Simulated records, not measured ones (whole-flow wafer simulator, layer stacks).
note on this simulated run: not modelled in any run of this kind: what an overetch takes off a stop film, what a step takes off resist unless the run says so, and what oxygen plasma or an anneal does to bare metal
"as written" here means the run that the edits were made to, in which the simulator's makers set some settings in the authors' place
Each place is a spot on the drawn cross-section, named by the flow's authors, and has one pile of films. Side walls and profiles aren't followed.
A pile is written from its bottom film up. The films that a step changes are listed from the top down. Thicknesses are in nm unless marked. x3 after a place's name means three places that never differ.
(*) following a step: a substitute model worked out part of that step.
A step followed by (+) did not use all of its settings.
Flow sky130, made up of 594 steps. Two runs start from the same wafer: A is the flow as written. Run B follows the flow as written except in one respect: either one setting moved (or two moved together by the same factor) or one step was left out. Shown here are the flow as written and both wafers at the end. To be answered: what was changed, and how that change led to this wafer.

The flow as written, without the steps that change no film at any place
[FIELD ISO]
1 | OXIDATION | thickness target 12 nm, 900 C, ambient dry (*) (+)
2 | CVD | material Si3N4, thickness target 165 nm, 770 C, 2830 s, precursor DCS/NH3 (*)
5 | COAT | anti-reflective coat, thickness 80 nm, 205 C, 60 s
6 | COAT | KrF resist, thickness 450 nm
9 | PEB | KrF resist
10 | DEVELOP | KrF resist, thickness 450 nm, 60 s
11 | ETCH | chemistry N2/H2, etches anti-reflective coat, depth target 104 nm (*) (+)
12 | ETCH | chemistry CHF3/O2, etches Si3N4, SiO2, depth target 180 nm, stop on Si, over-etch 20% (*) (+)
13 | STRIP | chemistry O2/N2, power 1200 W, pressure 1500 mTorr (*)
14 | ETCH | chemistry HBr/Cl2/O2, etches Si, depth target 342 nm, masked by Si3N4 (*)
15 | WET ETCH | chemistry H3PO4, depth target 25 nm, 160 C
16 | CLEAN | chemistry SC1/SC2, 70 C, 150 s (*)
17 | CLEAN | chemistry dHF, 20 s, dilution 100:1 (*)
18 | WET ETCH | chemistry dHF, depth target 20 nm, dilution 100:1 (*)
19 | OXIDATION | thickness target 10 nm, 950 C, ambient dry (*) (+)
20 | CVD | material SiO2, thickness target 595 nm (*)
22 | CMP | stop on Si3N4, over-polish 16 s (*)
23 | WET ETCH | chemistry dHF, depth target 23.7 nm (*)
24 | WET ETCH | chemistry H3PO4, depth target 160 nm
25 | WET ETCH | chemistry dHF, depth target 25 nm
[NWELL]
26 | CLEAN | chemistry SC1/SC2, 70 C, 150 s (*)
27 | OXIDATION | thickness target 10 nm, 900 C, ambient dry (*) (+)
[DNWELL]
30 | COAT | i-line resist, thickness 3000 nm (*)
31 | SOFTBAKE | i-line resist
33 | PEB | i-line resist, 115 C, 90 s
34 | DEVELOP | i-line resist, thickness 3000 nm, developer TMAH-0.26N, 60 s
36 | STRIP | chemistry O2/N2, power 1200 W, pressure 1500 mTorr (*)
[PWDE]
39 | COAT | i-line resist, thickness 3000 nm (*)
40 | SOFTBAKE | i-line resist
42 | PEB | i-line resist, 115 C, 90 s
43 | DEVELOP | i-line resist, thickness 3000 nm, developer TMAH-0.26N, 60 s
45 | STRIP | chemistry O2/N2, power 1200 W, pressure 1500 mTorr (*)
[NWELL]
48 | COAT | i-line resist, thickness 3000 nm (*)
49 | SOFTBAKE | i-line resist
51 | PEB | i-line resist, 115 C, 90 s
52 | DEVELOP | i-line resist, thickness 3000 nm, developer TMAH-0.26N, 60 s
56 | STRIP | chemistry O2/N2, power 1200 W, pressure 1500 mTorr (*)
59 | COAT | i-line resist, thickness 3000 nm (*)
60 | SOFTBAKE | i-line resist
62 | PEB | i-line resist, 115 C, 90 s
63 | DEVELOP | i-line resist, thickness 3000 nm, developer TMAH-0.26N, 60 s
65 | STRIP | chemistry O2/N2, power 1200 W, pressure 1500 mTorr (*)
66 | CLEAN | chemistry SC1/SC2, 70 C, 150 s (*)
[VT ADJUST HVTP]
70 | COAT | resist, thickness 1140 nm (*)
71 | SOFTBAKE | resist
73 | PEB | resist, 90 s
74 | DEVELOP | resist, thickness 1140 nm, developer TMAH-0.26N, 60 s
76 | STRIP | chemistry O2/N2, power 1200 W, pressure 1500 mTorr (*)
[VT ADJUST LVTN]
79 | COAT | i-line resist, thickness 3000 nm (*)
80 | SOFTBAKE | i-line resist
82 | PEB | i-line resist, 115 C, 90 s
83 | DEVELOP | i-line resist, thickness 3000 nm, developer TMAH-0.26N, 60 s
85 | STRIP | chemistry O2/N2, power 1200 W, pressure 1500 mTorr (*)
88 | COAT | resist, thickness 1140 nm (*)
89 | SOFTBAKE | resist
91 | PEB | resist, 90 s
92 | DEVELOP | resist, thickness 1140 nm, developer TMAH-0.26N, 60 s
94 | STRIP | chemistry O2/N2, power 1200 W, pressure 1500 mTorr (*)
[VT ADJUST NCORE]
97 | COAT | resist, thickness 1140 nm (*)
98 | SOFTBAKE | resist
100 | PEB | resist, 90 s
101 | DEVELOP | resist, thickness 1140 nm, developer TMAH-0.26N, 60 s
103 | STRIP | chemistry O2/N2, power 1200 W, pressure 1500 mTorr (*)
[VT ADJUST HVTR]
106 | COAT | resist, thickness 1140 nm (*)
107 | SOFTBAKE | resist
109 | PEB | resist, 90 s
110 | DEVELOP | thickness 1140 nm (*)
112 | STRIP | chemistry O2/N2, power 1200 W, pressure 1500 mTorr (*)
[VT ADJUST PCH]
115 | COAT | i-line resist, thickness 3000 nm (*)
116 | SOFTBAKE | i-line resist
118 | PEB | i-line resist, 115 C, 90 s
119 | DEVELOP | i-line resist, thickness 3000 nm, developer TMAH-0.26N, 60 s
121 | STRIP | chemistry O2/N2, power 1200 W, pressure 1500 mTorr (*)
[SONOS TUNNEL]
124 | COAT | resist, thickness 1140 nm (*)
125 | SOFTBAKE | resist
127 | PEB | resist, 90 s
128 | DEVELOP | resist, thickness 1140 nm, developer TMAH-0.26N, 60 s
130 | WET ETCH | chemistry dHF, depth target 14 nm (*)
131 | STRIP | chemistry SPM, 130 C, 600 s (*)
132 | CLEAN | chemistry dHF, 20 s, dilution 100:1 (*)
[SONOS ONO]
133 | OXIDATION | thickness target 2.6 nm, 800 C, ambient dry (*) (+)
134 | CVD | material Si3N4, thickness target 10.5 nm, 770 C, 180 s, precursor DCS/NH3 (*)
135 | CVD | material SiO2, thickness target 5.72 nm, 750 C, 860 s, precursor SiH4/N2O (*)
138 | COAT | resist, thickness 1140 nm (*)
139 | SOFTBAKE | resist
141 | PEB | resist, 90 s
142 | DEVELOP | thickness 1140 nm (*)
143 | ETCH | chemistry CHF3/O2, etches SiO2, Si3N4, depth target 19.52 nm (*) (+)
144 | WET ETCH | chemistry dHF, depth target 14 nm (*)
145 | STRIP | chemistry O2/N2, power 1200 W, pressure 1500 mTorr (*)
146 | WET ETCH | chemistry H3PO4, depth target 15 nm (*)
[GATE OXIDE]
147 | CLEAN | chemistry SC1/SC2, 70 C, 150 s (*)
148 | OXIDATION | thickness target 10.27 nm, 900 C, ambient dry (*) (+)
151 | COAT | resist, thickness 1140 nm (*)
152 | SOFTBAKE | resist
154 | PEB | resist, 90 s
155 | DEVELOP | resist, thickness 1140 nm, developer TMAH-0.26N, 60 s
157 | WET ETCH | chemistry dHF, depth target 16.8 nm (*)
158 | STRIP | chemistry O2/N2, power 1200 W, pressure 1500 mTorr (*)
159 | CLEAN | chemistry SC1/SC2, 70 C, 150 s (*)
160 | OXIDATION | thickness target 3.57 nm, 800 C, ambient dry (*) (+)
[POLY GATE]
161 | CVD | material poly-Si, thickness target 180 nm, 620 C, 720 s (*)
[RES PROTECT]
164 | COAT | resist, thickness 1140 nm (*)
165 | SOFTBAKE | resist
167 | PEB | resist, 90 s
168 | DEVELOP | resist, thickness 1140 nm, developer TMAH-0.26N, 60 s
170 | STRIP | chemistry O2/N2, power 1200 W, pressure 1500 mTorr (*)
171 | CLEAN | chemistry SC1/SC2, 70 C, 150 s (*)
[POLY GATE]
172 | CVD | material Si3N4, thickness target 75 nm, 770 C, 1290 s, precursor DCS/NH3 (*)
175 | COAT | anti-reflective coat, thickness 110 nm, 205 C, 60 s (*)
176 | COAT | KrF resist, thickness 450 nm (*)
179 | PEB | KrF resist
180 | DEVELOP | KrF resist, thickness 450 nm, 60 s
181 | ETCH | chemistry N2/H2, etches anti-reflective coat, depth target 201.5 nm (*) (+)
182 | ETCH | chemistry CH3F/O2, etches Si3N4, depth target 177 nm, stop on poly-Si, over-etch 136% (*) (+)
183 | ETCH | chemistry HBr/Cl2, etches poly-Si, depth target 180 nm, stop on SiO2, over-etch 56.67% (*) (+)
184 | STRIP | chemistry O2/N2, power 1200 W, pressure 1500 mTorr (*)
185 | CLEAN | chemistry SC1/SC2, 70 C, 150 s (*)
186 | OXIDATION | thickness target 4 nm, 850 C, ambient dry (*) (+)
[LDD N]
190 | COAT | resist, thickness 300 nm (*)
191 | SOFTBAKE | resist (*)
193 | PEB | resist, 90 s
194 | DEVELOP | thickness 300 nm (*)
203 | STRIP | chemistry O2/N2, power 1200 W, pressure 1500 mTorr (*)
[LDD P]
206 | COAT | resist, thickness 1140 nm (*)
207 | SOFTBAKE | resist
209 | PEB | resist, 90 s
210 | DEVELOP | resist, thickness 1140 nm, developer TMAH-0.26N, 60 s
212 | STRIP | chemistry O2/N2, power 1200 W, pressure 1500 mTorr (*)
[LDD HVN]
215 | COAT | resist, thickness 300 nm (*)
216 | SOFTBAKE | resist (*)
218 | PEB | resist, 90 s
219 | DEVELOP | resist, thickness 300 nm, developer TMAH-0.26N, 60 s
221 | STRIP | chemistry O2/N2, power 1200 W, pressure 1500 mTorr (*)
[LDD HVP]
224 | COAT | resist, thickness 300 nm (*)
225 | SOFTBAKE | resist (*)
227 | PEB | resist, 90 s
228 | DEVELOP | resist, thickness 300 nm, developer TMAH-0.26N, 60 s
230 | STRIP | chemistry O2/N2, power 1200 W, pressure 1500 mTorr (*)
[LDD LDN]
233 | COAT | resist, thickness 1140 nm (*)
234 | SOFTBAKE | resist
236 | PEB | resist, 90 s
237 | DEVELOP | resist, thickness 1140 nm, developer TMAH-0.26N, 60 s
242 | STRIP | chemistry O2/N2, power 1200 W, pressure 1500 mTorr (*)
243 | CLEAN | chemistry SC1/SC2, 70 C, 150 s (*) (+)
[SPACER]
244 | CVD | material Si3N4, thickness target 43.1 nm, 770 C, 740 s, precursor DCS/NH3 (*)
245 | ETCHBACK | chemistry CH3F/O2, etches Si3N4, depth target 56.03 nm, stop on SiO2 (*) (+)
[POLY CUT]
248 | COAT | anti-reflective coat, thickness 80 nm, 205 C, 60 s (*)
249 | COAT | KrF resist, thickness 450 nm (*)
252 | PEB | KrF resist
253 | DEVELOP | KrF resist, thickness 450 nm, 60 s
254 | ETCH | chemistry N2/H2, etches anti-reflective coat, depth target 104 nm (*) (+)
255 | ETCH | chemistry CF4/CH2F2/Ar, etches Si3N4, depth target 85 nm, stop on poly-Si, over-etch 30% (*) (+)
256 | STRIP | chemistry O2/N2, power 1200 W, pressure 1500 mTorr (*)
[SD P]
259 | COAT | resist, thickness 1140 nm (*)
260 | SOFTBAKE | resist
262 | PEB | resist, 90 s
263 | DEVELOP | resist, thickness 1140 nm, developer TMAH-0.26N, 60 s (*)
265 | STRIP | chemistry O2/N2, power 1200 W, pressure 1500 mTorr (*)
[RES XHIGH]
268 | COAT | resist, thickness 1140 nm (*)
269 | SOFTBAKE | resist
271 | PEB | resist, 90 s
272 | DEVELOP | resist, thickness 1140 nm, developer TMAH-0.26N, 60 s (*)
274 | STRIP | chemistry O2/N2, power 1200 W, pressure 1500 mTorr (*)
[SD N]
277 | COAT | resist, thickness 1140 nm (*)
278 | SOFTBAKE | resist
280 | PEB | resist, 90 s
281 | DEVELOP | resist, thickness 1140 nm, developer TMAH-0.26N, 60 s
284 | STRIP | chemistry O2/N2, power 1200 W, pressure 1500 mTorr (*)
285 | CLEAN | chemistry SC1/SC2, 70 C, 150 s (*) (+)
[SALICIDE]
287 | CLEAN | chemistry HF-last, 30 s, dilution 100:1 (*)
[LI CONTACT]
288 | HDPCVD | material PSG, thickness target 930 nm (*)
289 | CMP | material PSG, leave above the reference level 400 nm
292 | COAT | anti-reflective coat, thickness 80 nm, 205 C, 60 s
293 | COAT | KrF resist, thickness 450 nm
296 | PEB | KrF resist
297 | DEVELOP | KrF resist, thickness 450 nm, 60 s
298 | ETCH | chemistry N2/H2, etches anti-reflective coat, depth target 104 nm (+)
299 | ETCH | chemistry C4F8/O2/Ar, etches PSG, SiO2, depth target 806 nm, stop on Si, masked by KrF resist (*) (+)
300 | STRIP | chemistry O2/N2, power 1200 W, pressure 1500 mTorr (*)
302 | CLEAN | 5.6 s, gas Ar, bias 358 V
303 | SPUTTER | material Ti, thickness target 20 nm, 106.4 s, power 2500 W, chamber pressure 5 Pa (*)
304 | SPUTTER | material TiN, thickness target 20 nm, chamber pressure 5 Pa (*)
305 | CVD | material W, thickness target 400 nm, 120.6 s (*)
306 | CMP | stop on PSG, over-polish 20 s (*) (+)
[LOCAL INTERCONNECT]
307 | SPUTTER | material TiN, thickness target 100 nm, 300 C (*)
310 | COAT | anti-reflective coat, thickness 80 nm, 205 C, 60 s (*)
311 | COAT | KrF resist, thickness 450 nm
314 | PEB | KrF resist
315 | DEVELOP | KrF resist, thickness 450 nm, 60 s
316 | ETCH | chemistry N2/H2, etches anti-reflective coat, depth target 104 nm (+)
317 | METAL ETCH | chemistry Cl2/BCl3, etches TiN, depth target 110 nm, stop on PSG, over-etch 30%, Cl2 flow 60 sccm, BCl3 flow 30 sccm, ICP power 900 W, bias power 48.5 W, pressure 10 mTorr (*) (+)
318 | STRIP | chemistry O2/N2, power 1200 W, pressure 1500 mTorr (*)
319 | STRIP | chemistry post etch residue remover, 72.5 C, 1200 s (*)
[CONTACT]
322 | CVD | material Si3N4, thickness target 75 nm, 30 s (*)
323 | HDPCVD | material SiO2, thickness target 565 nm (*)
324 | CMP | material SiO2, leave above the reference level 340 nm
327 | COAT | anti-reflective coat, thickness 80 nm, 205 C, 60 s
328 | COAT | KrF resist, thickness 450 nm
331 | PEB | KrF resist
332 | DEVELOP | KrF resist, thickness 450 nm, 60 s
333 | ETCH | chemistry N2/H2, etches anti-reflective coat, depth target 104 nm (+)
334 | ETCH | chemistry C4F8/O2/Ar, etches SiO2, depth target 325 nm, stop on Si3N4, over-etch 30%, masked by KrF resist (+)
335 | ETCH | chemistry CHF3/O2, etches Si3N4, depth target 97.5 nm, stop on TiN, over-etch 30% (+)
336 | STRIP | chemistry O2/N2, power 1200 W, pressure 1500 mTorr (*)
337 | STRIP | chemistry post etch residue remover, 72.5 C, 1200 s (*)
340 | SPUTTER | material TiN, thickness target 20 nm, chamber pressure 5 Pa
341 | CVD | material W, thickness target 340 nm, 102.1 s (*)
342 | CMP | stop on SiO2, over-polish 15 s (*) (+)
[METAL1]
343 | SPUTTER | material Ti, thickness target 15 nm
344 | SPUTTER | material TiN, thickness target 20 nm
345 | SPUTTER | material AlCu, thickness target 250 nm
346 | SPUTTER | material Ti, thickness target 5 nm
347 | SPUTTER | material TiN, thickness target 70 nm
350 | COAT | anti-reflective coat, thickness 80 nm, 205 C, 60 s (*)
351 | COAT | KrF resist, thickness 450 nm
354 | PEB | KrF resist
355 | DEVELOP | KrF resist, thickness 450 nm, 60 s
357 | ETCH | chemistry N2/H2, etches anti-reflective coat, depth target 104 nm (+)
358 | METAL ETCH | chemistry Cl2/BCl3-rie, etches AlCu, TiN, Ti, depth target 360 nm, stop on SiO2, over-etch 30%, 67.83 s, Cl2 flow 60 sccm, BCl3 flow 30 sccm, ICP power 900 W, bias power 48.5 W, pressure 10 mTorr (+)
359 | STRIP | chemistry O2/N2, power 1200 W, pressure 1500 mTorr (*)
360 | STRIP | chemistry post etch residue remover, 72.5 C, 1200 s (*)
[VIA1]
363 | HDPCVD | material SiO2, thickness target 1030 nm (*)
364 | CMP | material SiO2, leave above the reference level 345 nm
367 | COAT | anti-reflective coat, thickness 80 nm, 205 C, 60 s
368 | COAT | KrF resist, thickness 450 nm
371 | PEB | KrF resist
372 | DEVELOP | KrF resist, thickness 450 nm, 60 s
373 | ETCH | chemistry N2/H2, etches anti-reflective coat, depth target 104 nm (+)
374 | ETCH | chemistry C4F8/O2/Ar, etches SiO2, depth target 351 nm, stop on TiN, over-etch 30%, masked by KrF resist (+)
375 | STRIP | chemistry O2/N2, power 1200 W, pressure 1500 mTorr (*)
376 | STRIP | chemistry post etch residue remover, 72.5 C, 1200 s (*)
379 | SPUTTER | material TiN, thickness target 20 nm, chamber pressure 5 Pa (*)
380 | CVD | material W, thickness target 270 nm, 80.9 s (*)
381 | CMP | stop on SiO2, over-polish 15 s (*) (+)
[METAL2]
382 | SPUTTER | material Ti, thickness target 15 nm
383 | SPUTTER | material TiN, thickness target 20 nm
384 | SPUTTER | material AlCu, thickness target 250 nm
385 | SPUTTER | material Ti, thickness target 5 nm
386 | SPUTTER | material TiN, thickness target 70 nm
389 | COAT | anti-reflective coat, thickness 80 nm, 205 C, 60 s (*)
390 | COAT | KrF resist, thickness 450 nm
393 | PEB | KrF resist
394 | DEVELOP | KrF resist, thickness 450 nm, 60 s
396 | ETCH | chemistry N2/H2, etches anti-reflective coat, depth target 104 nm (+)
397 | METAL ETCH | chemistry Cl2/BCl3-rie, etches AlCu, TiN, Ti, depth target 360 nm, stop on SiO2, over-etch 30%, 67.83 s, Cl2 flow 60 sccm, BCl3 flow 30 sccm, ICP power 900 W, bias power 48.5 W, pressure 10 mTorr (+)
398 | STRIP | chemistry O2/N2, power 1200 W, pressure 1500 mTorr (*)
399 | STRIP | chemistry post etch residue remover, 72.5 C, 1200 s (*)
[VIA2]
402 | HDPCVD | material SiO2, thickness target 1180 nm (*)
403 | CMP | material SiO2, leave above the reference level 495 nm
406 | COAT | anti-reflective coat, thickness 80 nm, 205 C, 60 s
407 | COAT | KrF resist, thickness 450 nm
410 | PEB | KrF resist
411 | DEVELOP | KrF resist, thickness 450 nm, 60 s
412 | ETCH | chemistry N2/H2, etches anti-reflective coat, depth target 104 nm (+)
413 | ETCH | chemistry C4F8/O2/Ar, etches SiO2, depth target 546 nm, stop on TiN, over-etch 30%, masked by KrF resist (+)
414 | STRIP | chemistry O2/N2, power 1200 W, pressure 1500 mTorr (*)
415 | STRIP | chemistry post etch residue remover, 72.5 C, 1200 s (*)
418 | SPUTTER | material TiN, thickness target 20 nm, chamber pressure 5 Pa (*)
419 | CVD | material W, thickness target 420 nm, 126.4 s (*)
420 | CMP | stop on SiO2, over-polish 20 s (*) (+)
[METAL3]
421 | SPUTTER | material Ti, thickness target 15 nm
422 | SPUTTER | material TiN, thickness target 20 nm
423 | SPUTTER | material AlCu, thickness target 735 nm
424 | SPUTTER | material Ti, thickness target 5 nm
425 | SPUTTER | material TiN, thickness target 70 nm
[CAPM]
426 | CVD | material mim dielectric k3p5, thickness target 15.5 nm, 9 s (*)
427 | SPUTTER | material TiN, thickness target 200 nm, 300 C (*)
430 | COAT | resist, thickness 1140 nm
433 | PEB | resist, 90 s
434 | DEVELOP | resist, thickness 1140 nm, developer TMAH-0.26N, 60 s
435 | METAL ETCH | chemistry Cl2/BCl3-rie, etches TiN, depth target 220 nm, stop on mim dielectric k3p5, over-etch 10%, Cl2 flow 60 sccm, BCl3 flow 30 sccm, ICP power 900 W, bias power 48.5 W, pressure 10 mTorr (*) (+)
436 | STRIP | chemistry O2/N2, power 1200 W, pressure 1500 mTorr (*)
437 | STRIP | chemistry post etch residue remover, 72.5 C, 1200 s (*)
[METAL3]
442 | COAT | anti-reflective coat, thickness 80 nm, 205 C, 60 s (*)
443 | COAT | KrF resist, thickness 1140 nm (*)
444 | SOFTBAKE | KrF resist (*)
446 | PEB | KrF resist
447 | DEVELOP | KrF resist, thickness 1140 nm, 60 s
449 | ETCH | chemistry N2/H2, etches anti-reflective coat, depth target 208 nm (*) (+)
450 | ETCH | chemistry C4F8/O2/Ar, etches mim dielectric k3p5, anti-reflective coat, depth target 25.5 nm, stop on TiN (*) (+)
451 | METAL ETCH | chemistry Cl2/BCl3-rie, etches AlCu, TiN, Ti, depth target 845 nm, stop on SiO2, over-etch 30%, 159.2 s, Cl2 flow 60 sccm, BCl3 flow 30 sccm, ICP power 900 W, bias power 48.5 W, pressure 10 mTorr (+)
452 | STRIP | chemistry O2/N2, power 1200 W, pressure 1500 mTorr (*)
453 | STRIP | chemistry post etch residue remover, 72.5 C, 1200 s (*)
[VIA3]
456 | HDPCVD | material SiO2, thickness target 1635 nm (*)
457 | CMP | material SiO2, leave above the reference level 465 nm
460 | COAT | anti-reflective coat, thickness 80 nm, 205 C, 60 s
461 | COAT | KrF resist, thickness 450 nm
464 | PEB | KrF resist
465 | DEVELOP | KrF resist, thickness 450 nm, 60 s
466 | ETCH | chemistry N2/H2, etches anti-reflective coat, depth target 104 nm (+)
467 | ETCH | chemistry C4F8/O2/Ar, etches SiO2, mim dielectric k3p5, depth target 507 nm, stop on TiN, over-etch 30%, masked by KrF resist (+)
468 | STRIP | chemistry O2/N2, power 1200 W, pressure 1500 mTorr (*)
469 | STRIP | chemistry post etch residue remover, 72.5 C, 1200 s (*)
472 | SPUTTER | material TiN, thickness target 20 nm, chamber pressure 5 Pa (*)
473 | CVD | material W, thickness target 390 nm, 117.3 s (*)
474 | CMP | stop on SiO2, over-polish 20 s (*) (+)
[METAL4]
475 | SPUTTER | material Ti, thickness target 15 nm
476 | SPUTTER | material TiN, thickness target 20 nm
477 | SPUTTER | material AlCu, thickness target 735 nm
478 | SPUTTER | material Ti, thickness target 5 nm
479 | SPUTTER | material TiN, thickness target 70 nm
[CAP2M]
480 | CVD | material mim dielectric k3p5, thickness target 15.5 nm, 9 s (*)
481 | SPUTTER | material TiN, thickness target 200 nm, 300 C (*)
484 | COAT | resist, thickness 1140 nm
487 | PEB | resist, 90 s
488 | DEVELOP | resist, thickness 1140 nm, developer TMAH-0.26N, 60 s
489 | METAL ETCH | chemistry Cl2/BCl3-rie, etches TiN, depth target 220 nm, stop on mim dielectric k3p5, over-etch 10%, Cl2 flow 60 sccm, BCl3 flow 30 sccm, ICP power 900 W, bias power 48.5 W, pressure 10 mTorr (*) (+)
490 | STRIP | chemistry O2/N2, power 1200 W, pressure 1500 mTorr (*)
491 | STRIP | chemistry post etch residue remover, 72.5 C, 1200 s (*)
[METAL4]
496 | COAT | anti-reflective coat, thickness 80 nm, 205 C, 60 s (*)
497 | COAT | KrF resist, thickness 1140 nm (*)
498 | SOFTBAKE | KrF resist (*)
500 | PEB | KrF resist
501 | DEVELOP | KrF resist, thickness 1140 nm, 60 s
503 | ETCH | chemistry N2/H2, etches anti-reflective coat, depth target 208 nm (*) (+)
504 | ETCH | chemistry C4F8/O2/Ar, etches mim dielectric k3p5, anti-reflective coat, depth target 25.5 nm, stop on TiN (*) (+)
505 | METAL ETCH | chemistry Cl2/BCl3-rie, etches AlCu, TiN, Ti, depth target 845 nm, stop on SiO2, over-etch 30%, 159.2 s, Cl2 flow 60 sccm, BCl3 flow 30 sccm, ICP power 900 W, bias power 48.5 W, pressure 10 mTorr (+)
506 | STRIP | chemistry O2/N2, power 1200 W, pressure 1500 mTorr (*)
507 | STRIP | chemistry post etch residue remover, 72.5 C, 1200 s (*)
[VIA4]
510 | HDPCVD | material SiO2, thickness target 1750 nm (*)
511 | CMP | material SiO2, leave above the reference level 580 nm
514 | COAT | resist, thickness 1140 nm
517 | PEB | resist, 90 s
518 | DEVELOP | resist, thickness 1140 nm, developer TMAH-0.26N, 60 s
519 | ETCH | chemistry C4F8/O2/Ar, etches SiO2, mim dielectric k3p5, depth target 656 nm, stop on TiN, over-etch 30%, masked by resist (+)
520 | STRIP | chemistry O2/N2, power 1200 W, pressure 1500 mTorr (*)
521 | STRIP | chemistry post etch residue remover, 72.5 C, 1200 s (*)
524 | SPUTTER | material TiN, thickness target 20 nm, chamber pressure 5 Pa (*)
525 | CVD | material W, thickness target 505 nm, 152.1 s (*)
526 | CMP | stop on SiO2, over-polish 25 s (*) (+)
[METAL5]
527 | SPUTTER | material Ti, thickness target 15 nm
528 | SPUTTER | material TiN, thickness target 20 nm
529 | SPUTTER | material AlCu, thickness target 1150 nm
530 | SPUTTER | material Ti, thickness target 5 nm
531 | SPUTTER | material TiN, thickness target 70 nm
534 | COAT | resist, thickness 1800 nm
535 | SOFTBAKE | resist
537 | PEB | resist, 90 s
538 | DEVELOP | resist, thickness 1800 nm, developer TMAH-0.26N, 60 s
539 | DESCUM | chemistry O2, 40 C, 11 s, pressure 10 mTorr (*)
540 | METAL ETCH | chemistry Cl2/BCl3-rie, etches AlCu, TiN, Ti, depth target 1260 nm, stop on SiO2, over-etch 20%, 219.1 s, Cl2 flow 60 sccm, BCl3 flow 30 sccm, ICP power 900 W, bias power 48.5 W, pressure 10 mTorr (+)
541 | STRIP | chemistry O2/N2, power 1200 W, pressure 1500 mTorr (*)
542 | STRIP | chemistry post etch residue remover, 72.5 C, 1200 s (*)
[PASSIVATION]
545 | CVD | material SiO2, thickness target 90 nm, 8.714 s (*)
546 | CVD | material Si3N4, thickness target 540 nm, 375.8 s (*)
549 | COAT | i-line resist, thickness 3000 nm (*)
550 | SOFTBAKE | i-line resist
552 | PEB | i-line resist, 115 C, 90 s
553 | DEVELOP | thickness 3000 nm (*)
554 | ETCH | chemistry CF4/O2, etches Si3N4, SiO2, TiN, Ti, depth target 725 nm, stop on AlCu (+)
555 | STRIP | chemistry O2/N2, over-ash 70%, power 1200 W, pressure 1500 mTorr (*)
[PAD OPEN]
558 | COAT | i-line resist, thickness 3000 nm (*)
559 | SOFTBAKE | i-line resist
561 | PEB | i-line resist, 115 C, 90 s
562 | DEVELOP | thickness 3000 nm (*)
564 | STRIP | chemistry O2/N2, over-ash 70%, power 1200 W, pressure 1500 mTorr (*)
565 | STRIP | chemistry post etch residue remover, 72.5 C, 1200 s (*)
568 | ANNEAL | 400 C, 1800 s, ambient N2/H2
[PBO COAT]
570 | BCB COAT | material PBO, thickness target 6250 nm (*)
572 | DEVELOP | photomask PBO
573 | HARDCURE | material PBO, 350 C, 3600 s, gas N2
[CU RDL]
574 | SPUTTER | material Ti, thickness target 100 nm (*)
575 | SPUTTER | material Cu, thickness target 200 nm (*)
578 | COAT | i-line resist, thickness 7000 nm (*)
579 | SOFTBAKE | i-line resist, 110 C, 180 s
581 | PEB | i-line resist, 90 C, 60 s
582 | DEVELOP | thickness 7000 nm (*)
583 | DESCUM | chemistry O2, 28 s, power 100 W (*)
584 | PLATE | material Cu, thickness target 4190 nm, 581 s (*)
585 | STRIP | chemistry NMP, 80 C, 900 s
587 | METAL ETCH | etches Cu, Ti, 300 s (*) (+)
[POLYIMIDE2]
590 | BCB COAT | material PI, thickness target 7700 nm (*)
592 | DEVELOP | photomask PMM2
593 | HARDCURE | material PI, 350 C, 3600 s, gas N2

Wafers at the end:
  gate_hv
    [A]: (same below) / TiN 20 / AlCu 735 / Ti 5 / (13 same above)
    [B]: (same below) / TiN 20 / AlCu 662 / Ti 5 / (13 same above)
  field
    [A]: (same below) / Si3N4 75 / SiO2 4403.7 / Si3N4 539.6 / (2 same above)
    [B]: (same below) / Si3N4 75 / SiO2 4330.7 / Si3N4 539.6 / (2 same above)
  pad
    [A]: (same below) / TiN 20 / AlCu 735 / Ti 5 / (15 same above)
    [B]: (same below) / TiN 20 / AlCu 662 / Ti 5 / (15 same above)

The reason: step 423, SPUTTER: thickness target 662 nm was run, whereas the flow has thickness target 735 nm.
One can read it off the wafer: gate_hv has AlCu 662, and step 423 as written asks for 735 nm.

How this came from the change, step by step:
  423 | SPUTTER | material AlCu, thickness target 735 nm
      field, active, n_well and 188 more: A AlCu gains 735 (new film) | B AlCu gains 662 (new film)
  451 | METAL ETCH | chemistry Cl2/BCl3-rie, etches AlCu, TiN, Ti, depth target 845 nm, stop on SiO2, over-etch 30%, 159.2 s, Cl2 flow 60 sccm, BCl3 flow 30 sccm, ICP power 900 W, bias power 48.5 W, pressure 10 mTorr (+)
      field, active, gate and 62 more: A TiN loses 70 (all of it), Ti loses 5 (all of it), AlCu loses 735 (all of it), TiN loses 20 (all of it), Ti loses 15 (all of it), SiO2 loses 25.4 | B TiN loses 70 (all of it), Ti loses 5 (all of it), AlCu loses 662 (all of it), TiN loses 20 (all of it), Ti loses 15 (all of it), SiO2 loses 32.6
      vpp_ln, vpp_iso2, ndiff_ln, ndiff_cd, via1_hole, via1_enc, via_li1, m2_ln_cd: A TiN loses 70 (all of it), Ti loses 5 (all of it), AlCu loses 735 (all of it), TiN loses 20 (all of it), Ti loses 15 (all of it), SiO2 loses 25.3 | B TiN loses 70 (all of it), Ti loses 5 (all of it), AlCu loses 662 (all of it), TiN loses 20 (all of it), Ti loses 15 (all of it), SiO2 loses 32.6
      (and at 12 other places as well)
  457 | CMP | material SiO2, leave above the reference level 465 nm
      field, active, gate and 82 more: A SiO2 loses 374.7 | B SiO2 loses 440.3
